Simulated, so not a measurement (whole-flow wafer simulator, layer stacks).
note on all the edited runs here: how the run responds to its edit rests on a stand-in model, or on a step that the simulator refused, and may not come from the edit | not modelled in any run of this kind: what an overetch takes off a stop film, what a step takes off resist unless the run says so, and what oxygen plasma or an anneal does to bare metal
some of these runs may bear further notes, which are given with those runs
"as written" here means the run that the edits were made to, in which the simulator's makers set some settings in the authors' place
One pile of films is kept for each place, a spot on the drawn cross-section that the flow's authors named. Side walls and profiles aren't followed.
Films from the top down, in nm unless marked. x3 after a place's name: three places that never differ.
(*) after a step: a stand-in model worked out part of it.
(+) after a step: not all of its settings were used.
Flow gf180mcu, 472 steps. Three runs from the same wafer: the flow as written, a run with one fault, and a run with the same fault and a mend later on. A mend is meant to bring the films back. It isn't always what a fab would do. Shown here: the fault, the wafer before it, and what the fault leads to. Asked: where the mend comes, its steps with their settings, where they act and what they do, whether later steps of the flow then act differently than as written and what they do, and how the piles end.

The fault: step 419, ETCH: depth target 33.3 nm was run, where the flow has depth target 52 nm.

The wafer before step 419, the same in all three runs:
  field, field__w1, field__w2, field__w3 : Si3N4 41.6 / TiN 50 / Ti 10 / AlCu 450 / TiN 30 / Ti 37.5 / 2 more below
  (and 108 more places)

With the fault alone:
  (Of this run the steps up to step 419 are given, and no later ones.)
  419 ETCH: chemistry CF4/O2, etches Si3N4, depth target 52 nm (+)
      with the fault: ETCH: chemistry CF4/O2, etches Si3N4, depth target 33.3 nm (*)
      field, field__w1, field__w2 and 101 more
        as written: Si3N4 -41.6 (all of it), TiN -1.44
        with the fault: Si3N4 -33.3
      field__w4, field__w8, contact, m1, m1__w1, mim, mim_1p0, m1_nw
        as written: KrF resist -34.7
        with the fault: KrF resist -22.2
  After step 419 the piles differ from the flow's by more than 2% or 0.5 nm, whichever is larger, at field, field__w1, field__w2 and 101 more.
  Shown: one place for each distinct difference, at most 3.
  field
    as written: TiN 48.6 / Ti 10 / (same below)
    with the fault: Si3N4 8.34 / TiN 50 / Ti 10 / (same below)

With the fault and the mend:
  The mend comes after step 419.
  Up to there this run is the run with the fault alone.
  419a ETCH: chemistry CF4/O2, etches Si3N4, depth target 18.7 nm (*) (+) (the flow's step 419 once more, with other settings)
      field, field__w1, field__w2 and 101 more
        Si3N4 -8.34 (all of it), TiN -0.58
      field__w4, field__w8, contact, m1, m1__w1, mim, mim_1p0, m1_nw
        KrF resist -8.34
  No later step of the flow acts differently than as written, at any place that is followed, by more than 2% or 0.5 nm, whichever is larger.
  At the end the piles are the same as the flow's at every place that both follow.
